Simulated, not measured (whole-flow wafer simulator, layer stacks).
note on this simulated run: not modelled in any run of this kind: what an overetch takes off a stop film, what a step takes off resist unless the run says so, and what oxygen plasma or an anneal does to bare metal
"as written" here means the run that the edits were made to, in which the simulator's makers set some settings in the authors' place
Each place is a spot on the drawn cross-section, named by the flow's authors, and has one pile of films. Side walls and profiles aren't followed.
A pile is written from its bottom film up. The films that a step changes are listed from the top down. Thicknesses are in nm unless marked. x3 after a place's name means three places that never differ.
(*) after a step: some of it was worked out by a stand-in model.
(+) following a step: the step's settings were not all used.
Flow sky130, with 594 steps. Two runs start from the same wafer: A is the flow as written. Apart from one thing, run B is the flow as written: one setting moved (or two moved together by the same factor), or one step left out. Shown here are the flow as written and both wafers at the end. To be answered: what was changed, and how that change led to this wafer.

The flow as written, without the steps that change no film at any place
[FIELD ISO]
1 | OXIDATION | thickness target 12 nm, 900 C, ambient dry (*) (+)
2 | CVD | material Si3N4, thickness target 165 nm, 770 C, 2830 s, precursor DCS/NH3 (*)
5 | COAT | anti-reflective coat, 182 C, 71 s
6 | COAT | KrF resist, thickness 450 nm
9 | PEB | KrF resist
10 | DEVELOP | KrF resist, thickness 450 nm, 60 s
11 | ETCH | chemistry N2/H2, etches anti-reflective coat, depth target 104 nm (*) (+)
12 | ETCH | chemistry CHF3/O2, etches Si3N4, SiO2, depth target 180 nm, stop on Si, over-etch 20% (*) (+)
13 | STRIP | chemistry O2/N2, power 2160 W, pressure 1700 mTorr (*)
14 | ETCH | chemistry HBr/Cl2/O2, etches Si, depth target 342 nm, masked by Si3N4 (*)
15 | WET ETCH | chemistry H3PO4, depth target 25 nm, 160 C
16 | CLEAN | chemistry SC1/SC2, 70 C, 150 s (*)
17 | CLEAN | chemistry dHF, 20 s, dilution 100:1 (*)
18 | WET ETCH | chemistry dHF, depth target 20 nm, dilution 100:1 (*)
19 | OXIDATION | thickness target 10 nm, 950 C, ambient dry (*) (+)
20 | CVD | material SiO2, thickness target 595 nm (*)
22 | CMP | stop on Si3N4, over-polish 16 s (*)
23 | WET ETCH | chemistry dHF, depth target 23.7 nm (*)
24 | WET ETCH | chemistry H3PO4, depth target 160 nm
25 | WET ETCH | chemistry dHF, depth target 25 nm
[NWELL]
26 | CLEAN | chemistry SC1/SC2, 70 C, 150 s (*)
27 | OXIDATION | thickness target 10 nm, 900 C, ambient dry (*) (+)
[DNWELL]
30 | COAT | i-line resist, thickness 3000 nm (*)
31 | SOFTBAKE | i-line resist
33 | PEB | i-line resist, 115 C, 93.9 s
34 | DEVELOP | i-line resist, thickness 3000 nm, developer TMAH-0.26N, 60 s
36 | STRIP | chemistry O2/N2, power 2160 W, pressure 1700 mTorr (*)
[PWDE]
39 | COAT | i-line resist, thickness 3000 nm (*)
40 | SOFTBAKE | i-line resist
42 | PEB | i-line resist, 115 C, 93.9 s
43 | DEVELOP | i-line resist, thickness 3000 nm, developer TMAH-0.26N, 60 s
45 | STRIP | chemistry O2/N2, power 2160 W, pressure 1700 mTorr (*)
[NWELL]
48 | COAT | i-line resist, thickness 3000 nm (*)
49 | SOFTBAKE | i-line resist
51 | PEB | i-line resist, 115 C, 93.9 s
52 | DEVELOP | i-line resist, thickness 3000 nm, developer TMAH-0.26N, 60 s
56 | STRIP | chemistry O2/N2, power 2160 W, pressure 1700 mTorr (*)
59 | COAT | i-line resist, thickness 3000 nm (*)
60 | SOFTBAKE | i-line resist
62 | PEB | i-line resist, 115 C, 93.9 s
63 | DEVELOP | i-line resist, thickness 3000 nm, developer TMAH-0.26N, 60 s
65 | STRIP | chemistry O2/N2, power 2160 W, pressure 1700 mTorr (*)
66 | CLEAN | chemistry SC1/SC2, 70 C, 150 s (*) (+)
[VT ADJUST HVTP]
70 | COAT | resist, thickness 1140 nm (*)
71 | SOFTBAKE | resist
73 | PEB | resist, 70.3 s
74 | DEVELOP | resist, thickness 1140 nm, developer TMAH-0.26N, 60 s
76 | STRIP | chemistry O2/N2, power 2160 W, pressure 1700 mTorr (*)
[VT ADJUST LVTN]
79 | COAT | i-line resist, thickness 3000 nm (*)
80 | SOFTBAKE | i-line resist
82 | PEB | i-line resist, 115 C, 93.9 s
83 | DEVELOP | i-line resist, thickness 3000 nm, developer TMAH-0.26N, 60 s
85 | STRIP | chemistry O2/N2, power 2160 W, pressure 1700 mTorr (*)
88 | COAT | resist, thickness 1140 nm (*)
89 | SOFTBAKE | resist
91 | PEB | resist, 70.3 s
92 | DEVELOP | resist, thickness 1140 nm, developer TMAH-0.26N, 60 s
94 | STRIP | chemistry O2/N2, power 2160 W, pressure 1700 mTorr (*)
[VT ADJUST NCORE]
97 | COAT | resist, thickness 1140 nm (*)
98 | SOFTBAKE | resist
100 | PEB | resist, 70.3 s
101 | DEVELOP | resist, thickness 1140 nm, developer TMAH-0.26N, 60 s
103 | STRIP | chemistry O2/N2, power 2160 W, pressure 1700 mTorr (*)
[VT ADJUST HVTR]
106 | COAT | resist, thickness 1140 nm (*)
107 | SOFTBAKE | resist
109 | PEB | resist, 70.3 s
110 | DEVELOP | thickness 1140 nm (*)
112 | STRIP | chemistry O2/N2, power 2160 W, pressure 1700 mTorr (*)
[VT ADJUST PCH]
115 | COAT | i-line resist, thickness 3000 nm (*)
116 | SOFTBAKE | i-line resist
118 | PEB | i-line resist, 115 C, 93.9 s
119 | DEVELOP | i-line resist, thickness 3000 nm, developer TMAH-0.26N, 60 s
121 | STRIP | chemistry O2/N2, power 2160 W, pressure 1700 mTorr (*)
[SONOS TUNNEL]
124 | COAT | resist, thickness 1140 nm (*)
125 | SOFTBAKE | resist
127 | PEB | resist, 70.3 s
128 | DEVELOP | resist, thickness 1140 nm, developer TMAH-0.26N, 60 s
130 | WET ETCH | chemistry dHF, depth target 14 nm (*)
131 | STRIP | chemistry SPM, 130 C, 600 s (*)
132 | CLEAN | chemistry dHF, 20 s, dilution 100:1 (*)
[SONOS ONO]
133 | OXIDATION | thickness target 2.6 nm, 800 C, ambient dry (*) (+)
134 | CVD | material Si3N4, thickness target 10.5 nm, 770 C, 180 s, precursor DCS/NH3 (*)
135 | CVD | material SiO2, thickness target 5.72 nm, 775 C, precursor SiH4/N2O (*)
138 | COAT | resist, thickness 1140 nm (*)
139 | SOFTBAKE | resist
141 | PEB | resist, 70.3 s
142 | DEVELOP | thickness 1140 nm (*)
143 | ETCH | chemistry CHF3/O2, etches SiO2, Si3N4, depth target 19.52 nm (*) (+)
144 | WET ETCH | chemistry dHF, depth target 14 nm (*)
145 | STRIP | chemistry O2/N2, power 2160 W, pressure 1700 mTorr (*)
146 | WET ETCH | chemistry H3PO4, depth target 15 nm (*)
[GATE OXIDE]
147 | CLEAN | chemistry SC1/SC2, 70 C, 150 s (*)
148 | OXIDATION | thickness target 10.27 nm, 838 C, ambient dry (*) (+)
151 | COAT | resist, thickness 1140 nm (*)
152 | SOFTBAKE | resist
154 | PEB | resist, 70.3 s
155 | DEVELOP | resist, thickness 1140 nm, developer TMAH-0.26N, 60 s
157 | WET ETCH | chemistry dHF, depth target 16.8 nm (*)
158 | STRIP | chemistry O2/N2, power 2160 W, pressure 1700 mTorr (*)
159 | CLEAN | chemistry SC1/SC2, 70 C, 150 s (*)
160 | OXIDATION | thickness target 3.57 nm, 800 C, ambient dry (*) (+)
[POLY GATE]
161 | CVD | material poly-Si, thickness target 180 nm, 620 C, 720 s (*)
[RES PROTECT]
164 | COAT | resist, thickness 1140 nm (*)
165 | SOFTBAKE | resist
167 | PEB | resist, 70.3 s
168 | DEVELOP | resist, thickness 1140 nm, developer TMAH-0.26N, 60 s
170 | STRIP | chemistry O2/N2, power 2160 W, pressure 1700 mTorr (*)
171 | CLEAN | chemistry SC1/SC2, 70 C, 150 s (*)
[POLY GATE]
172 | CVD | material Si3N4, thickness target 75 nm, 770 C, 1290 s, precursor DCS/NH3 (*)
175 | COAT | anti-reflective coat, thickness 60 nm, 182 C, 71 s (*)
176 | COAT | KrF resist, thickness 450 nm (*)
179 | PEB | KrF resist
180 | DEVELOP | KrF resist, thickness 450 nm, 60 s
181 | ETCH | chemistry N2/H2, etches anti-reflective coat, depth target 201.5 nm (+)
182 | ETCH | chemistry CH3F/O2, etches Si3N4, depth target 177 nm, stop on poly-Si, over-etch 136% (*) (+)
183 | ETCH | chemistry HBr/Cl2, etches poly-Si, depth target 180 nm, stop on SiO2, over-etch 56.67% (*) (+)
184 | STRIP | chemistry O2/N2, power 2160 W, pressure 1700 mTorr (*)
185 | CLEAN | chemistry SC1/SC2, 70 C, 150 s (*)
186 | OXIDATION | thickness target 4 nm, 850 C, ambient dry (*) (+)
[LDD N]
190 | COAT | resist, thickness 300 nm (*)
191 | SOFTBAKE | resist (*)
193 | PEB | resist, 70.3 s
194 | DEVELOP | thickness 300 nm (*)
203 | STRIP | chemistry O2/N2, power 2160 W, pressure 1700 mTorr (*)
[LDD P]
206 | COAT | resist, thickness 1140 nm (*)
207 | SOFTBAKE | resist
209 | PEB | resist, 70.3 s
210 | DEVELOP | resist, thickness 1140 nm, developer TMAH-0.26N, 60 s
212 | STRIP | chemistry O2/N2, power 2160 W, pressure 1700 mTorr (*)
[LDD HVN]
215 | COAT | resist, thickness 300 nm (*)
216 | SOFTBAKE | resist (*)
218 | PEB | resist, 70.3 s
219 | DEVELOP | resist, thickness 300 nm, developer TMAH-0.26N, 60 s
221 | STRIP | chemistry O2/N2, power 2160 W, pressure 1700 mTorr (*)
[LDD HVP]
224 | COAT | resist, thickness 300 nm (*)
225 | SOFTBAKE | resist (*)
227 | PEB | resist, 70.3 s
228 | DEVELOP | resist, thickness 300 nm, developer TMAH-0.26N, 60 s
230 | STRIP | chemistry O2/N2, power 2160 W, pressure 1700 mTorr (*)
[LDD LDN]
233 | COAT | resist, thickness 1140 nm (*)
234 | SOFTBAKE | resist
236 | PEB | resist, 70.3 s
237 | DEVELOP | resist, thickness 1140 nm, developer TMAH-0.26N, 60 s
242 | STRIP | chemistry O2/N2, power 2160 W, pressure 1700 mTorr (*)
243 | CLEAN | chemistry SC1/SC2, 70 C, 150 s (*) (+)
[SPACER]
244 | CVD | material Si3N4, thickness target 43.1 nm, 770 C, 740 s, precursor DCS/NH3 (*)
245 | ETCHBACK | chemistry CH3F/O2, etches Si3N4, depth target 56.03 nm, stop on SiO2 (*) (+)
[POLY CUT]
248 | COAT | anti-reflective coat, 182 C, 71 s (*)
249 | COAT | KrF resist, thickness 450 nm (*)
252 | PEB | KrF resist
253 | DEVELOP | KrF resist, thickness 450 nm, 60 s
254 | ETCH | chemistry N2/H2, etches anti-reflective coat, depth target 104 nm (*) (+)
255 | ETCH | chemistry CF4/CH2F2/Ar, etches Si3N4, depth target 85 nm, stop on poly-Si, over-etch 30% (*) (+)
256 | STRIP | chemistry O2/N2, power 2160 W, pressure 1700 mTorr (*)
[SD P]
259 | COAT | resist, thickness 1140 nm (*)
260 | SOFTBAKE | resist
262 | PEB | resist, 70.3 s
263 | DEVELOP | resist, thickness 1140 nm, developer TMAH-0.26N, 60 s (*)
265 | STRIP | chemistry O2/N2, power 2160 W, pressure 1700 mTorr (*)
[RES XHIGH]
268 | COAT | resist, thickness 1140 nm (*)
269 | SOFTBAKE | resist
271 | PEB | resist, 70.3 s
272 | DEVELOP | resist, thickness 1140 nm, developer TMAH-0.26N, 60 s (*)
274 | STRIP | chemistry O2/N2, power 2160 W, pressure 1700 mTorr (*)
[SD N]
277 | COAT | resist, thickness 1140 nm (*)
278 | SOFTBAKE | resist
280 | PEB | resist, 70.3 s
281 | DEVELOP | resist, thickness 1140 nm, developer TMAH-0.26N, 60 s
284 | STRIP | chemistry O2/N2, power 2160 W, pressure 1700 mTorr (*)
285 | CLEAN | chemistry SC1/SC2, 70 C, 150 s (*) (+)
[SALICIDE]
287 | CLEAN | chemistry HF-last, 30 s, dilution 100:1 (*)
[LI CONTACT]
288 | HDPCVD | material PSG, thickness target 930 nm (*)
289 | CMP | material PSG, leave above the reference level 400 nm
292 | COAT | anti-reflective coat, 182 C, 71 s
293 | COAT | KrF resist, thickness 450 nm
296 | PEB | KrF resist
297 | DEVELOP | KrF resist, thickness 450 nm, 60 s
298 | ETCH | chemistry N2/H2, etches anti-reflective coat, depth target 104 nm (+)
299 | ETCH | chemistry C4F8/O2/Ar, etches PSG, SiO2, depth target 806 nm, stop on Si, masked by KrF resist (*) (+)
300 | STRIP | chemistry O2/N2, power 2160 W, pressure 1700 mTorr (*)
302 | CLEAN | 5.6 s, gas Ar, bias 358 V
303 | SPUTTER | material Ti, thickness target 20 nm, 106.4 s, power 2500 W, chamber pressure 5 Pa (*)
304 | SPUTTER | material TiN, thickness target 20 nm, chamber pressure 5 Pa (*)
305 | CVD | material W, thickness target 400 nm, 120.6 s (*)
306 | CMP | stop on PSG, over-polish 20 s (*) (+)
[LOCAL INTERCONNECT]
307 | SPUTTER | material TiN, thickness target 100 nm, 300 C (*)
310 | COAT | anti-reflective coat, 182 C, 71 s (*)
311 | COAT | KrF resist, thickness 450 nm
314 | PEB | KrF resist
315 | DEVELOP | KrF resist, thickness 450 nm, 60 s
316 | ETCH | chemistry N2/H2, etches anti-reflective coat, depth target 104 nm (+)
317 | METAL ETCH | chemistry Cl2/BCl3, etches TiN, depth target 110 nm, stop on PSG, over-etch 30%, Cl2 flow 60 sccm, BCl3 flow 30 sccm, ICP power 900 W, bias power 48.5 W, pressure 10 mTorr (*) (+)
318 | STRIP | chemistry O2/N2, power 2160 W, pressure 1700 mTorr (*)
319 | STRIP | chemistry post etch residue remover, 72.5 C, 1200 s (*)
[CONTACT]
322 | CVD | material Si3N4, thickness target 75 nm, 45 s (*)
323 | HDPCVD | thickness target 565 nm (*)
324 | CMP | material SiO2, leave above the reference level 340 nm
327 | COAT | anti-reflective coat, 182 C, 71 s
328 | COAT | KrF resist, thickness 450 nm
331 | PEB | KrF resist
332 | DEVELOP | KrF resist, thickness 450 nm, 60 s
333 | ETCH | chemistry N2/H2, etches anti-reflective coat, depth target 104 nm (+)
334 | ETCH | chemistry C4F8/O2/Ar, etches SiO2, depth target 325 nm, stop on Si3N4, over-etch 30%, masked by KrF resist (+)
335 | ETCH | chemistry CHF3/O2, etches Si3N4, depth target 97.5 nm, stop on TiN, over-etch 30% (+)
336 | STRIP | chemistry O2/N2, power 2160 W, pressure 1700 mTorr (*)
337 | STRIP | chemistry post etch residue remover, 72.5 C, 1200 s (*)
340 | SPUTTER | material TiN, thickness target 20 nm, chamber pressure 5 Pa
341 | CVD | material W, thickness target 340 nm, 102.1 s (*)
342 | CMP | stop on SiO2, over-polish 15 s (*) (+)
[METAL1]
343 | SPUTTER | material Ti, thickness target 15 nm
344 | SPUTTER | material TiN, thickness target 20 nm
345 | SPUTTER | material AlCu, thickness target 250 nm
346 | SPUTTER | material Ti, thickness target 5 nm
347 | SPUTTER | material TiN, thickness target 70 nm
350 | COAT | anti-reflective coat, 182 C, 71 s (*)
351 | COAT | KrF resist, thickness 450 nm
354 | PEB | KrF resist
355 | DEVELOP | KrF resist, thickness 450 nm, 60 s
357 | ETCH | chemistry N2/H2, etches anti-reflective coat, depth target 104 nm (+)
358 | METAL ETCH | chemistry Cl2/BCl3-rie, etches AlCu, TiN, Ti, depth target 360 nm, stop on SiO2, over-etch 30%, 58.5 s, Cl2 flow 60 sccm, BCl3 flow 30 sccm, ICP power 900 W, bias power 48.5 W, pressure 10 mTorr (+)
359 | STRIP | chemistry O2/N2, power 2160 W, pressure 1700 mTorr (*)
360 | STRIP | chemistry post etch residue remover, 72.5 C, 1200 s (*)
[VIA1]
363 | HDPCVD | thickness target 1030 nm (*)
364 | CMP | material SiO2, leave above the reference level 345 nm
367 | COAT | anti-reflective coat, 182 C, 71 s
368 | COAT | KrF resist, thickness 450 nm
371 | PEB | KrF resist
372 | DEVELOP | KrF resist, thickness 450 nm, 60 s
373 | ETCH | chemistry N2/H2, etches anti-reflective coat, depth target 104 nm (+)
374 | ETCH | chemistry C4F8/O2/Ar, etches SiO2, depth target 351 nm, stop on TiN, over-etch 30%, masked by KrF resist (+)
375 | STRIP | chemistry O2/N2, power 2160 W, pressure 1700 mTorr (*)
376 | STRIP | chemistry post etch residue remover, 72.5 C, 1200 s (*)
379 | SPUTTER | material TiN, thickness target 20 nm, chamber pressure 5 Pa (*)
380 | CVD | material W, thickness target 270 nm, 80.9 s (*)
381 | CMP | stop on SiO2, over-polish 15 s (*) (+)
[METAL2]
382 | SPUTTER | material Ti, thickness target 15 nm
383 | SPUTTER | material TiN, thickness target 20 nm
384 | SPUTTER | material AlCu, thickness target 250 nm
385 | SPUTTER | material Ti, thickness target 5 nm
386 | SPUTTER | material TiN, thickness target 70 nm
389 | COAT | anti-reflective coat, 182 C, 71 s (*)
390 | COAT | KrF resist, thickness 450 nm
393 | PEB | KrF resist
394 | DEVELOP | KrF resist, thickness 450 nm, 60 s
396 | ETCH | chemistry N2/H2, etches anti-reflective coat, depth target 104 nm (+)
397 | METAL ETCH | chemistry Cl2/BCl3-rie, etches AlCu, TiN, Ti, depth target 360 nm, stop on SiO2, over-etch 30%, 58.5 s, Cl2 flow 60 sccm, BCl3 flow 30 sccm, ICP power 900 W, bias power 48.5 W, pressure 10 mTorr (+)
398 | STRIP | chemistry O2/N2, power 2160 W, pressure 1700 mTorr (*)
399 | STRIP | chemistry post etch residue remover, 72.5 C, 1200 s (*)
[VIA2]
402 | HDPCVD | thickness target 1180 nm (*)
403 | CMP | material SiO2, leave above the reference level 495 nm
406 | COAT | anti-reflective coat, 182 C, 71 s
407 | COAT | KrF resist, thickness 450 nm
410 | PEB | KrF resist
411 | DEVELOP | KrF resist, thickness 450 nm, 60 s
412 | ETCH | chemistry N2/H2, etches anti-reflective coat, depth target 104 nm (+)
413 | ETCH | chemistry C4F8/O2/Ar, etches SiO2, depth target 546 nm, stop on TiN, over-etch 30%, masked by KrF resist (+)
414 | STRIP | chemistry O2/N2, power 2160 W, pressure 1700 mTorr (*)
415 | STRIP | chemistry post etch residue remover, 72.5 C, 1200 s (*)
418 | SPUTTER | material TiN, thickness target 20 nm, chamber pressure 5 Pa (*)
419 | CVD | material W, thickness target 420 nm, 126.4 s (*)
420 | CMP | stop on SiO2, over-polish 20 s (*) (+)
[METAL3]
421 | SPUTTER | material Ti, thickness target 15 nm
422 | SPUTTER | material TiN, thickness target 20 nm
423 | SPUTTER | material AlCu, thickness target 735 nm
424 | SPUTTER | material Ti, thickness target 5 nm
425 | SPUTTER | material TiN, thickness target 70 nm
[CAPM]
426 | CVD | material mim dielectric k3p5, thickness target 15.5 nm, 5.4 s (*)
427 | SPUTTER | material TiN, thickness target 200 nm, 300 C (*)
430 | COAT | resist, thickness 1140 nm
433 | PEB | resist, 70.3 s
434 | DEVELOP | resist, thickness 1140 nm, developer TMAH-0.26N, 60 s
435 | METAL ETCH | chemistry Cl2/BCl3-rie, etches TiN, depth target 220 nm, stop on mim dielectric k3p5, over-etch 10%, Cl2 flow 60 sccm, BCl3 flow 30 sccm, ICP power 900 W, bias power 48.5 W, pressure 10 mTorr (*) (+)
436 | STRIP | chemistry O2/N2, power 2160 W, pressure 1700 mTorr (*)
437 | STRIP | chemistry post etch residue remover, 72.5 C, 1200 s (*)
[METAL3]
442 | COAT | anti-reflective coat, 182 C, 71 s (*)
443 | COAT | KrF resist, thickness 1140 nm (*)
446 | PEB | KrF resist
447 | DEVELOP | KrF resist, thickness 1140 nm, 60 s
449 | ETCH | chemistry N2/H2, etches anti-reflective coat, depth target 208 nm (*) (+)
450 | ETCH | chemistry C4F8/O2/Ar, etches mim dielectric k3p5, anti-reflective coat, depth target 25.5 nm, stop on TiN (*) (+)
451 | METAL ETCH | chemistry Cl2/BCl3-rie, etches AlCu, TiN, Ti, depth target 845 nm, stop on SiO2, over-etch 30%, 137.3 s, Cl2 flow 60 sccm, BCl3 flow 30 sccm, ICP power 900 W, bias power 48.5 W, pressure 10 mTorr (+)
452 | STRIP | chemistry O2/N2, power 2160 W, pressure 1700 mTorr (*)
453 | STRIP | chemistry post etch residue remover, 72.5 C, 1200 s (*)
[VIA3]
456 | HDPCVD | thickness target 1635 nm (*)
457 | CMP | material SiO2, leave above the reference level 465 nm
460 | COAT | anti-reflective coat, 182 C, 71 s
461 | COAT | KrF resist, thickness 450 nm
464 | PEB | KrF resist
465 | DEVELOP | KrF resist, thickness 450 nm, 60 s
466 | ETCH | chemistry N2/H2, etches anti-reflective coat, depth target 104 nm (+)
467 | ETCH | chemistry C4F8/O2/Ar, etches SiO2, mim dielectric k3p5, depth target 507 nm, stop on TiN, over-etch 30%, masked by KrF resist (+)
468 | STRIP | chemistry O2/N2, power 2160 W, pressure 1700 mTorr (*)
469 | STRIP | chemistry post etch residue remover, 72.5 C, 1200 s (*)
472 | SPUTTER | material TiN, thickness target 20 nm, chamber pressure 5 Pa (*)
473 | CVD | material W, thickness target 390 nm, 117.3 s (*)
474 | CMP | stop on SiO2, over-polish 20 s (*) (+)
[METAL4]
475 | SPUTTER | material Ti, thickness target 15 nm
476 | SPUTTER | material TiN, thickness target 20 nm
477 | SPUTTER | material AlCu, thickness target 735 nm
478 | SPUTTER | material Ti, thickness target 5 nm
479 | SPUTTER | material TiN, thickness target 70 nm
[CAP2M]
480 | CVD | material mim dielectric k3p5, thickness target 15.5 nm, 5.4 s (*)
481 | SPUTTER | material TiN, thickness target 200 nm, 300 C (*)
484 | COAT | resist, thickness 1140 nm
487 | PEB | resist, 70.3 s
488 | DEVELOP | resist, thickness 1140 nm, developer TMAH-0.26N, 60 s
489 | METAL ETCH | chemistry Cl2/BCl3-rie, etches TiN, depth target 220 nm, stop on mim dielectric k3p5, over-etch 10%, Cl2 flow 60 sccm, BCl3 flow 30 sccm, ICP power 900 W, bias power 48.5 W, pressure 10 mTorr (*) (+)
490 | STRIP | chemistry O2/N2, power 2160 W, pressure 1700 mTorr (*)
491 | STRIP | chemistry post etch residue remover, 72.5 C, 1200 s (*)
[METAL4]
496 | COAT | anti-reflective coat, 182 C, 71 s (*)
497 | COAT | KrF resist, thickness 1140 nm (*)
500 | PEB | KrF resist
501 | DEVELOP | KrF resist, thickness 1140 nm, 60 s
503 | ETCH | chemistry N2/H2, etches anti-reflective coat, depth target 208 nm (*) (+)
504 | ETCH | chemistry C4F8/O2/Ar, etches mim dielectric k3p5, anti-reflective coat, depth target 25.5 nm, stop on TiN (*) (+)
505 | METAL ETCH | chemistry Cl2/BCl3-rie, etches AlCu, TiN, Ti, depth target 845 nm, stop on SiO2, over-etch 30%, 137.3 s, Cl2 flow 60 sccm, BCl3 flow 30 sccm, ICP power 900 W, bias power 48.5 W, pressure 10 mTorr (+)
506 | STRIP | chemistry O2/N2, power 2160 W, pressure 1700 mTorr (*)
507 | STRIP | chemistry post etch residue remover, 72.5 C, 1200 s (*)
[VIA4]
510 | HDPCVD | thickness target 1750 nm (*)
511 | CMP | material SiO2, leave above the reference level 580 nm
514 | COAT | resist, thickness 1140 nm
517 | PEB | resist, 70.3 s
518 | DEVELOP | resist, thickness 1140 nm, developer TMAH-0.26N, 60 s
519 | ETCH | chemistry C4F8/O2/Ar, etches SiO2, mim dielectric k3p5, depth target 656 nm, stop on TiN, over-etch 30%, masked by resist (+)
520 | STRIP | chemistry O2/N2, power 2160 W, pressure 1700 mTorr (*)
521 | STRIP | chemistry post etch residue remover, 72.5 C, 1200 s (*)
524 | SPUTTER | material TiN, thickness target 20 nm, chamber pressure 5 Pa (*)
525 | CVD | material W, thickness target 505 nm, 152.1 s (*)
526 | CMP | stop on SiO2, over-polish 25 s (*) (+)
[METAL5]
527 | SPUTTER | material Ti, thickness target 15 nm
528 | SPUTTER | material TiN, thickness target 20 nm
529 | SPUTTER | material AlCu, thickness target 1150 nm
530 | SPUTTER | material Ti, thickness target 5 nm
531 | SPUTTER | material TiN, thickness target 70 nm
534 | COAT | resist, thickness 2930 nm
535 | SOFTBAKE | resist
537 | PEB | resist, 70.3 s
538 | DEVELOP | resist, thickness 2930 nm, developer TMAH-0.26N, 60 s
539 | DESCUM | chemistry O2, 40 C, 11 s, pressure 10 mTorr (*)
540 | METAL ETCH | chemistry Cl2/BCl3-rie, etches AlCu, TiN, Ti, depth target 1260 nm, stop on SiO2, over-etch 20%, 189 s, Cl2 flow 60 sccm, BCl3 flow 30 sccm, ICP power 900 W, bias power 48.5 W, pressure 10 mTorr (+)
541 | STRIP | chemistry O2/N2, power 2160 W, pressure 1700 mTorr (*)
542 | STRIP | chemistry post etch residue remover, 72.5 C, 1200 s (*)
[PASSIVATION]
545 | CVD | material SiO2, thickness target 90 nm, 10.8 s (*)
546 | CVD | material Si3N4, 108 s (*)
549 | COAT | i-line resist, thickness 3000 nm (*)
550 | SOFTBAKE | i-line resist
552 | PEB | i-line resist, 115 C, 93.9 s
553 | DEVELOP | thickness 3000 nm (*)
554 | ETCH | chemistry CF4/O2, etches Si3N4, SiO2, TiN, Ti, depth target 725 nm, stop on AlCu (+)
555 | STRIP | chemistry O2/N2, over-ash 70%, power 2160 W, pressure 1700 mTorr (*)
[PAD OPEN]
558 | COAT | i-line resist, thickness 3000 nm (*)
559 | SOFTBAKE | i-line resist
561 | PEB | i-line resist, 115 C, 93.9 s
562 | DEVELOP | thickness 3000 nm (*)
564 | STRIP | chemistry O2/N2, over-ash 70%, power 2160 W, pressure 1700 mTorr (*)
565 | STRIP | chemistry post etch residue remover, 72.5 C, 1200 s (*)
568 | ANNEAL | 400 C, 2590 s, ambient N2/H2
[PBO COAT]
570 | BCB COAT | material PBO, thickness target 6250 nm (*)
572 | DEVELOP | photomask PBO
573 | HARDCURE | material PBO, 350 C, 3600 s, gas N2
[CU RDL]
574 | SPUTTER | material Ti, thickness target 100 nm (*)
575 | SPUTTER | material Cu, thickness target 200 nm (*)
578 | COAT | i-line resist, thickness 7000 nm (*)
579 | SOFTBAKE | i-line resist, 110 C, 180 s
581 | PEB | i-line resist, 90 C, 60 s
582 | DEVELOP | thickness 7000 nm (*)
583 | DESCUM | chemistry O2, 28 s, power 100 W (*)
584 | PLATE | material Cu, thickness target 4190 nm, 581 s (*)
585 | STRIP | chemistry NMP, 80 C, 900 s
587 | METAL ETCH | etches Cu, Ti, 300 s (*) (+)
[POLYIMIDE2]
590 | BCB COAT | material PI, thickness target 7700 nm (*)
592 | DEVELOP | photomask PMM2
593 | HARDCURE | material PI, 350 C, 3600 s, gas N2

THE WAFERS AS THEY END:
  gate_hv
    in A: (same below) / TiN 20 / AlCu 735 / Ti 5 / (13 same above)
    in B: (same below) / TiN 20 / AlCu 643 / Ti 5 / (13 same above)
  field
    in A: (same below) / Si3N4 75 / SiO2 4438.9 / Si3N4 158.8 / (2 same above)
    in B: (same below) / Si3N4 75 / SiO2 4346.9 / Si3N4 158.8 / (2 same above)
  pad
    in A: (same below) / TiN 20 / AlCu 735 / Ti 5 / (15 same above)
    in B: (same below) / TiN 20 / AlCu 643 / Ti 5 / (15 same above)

The reason: step 423, SPUTTER: thickness target 643 nm was run, though the flow has thickness target 735 nm.
The wafer itself shows it: gate_hv has AlCu 643, and step 423 as written asks for 735 nm.

The path from the change to this, step by step:
  423 | SPUTTER | material AlCu, thickness target 735 nm
      field, active, n_well and 188 more: A +735 AlCu (new film) | B +643 AlCu (new film)
  451 | METAL ETCH | chemistry Cl2/BCl3-rie, etches AlCu, TiN, Ti, depth target 845 nm, stop on SiO2, over-etch 30%, 137.3 s, Cl2 flow 60 sccm, BCl3 flow 30 sccm, ICP power 900 W, bias power 48.5 W, pressure 10 mTorr (+)
      field, gate, spacer and 61 more: A -70 TiN (all of it), -5 Ti (all of it), -735 AlCu (all of it), -20 TiN (all of it), -15 Ti (all of it), -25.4 SiO2 | B -70 TiN (all of it), -5 Ti (all of it), -643 AlCu (all of it), -20 TiN (all of it), -15 Ti (all of it), -34.5 SiO2
      active, vpp_l1ln, via_li1, sonos_guard_hv, iso_guard_nw, rxpo_ln, rpm_encl_urpm: A -70 TiN (all of it), -5 Ti (all of it), -735 AlCu (all of it), -20 TiN (all of it), -15 Ti (all of it), -25.3 SiO2 | B -70 TiN (all of it), -5 Ti (all of it), -643 AlCu (all of it), -20 TiN (all of it), -15 Ti (all of it), -34.5 SiO2
      (and at 14 other places as well)
  457 | CMP | material SiO2, leave above the reference level 465 nm
      field, active, gate and 75 more: A -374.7 SiO2 | B -457.5 SiO2
      vpp_iso1, m1_ln, poly_licon, vpp_l1ln, rpo_hd_licon, via1_hole, m1_ln_cd: A -374.7 SiO2 | B -457.4 SiO2
